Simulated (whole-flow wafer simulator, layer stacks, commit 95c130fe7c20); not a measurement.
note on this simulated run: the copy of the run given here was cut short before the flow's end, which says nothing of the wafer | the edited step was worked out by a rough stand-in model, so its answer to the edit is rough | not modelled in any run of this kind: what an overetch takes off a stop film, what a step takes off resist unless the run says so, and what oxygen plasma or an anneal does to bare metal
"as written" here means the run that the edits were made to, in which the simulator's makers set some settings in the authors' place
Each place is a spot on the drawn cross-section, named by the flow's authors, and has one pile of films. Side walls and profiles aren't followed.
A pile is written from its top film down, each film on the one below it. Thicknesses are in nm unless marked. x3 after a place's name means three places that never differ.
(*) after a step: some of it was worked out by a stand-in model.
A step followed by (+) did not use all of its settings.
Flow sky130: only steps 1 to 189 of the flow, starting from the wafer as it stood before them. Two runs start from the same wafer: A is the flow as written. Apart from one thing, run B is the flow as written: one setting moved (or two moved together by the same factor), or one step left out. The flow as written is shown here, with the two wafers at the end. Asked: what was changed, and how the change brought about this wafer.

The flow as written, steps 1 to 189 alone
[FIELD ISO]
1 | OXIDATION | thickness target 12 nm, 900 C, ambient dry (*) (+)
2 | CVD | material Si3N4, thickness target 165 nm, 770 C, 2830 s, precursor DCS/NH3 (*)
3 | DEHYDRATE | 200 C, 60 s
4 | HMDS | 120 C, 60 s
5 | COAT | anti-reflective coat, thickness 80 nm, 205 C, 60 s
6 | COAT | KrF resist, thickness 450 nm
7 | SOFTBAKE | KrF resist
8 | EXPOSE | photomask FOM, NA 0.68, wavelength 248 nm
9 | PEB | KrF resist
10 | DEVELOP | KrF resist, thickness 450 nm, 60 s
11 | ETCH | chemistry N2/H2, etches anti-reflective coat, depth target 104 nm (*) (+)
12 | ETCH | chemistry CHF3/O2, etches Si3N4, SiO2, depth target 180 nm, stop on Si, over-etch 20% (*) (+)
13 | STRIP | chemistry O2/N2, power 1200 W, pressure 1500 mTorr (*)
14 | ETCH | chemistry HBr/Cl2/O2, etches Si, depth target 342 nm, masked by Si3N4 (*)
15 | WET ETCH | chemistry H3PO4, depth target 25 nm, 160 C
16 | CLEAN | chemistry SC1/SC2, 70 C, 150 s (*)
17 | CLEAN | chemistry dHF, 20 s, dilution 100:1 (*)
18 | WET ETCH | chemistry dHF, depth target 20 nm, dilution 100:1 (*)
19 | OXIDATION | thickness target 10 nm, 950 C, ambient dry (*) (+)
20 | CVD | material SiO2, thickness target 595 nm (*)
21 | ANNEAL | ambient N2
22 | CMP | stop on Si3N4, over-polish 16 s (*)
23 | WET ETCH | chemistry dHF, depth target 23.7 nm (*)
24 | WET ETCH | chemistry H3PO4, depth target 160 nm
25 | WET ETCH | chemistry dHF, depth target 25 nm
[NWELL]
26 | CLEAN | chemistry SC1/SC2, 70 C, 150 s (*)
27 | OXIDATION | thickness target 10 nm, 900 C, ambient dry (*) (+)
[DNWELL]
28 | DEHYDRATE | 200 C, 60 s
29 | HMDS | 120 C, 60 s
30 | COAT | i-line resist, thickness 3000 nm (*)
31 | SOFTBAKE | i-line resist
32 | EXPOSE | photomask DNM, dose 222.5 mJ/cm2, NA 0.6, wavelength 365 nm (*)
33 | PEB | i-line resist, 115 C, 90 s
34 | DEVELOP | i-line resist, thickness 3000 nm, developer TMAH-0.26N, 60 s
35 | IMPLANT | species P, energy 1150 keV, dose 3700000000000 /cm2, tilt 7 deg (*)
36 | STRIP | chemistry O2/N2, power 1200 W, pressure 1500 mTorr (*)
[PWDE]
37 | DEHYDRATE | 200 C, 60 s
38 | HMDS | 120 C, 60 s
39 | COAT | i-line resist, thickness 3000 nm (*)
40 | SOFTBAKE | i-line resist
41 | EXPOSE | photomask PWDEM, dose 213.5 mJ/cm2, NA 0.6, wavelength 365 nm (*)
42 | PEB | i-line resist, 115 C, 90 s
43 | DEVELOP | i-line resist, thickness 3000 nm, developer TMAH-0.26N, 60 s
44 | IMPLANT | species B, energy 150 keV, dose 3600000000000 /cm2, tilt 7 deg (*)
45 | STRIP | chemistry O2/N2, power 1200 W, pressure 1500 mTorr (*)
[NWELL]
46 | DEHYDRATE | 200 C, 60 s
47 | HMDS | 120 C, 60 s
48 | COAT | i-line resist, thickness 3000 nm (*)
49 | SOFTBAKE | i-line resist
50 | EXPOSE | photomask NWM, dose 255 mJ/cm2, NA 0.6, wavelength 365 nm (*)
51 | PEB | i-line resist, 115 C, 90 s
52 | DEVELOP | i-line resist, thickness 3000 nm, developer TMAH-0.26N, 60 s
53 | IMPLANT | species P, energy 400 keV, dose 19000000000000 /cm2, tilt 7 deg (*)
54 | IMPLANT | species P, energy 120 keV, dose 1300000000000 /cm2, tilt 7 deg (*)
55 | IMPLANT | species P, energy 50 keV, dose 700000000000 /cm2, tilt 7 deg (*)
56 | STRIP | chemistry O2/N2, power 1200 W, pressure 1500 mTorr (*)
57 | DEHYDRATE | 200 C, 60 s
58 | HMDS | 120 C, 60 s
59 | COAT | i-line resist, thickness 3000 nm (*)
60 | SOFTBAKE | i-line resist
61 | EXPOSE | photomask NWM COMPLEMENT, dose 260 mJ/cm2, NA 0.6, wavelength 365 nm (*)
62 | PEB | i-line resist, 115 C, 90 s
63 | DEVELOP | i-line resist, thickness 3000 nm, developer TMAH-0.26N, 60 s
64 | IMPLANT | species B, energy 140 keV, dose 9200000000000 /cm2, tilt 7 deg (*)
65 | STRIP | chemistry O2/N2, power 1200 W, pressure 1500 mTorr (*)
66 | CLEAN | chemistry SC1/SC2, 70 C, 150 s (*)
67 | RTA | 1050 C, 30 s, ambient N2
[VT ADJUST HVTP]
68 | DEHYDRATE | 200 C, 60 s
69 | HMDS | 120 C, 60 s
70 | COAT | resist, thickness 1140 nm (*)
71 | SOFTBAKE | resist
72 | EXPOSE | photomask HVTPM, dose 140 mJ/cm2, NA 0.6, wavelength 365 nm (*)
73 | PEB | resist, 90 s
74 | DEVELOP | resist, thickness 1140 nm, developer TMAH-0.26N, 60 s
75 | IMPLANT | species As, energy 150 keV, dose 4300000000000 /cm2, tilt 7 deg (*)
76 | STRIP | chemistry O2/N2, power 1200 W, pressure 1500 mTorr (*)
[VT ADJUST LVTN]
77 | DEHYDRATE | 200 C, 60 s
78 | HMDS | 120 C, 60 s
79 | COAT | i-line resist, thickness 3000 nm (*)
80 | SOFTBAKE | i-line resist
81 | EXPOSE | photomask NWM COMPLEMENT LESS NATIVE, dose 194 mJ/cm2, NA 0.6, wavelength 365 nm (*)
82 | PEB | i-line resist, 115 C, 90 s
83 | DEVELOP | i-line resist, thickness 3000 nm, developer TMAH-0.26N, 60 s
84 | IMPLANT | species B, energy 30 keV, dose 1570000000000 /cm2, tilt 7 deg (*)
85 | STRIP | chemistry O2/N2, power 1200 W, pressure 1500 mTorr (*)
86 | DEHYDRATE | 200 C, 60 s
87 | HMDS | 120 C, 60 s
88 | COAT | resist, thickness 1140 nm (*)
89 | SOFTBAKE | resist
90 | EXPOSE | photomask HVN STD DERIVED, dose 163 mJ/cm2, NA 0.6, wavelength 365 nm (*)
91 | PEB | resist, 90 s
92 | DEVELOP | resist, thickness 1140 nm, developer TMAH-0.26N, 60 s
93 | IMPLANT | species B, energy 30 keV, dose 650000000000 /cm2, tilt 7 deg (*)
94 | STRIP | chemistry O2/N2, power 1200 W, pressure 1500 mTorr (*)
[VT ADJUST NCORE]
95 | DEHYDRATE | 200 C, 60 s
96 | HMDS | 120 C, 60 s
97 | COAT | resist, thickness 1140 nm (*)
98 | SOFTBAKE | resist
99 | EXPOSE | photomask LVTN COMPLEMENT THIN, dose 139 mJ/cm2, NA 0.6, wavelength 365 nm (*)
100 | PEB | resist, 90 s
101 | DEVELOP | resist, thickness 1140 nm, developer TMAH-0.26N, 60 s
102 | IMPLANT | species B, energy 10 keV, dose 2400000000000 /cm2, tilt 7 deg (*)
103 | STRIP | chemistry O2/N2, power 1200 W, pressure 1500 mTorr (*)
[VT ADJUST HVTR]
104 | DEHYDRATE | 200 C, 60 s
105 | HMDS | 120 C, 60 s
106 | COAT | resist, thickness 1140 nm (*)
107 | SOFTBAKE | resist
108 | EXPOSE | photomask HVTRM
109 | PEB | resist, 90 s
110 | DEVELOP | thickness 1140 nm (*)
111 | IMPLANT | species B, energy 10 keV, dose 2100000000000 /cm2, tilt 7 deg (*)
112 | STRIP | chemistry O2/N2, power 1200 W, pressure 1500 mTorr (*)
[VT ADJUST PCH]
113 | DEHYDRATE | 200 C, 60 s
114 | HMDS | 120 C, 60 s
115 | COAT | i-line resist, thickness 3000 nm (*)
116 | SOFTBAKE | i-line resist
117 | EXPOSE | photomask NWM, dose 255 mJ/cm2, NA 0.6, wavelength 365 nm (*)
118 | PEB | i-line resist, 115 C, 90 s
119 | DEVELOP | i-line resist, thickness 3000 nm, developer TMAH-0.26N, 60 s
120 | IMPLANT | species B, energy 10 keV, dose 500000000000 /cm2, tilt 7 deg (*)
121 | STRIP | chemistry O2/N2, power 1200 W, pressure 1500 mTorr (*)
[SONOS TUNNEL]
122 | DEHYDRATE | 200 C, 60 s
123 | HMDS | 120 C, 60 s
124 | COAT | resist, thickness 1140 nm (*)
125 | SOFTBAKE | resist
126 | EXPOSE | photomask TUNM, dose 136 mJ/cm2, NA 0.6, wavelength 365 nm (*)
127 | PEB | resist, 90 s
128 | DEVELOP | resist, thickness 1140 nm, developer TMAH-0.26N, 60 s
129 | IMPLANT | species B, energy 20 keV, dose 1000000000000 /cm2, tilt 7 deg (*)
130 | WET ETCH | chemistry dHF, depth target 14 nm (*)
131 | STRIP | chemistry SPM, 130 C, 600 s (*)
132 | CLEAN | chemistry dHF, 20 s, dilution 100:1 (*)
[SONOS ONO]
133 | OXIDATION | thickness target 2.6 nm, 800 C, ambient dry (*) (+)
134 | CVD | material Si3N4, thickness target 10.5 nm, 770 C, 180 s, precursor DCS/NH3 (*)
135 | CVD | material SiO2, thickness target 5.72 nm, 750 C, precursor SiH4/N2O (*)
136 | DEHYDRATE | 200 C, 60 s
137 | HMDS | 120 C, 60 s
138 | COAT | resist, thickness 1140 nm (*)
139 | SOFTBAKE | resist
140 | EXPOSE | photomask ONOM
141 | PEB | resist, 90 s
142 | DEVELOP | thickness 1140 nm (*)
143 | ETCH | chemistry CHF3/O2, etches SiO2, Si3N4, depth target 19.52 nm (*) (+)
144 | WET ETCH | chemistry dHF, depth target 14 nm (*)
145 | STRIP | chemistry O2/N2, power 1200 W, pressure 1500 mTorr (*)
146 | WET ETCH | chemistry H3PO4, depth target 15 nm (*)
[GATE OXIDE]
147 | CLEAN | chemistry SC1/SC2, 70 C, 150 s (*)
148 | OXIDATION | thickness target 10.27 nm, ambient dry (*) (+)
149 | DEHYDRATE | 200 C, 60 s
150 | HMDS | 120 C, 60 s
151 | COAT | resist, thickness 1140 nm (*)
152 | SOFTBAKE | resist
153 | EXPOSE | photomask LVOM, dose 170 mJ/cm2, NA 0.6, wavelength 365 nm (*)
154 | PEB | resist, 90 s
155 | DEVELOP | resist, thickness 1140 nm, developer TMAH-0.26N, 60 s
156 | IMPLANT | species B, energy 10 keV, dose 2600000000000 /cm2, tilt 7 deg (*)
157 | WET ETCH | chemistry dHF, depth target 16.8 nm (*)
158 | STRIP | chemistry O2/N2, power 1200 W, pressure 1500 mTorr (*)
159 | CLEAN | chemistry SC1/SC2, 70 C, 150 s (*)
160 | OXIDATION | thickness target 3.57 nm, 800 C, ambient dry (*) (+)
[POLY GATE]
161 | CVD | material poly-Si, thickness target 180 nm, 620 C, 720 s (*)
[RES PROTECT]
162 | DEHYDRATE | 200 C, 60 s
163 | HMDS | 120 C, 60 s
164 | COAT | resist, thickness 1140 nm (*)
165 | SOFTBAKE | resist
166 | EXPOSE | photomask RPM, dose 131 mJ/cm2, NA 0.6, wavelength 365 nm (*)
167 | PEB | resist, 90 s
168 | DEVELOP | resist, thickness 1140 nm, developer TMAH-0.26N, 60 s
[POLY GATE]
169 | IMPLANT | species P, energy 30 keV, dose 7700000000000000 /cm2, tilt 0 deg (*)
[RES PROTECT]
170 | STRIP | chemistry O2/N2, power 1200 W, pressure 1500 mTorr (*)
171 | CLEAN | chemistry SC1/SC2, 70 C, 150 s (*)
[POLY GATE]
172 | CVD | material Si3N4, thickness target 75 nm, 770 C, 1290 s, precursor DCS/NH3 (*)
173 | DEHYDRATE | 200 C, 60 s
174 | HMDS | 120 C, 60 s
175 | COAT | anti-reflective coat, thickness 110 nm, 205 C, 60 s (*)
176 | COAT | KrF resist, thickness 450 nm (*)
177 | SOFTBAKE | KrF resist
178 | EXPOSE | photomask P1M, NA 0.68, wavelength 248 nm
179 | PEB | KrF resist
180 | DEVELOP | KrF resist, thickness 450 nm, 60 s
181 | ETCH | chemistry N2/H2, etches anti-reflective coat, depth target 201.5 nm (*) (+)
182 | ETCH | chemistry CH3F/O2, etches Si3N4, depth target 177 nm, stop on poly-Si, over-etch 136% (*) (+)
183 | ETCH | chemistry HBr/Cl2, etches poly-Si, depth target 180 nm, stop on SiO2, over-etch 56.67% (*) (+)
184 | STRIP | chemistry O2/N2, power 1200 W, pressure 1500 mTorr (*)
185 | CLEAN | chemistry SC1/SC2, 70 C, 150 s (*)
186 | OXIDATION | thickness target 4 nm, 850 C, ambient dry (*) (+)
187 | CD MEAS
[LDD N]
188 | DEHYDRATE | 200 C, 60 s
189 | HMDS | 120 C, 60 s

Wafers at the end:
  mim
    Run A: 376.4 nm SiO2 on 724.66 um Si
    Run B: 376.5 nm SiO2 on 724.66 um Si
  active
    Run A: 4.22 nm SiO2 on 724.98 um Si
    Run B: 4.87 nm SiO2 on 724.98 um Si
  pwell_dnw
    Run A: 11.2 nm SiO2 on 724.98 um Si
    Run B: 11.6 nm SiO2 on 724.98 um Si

The reason: step 186, OXIDATION: 873 C was run, though the flow has 850 C.

Step by step, how the change led to this:
  186 | OXIDATION | thickness target 4 nm, 850 C, ambient dry (*) (+)
      active, p_well x4, spacer and 23 more: A +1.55 SiO2, -0.68 Si | B +2.2 SiO2, -0.97 Si
      ndiff_dn: A +1.52 SiO2, -0.67 Si | B +2.18 SiO2, -0.96 Si
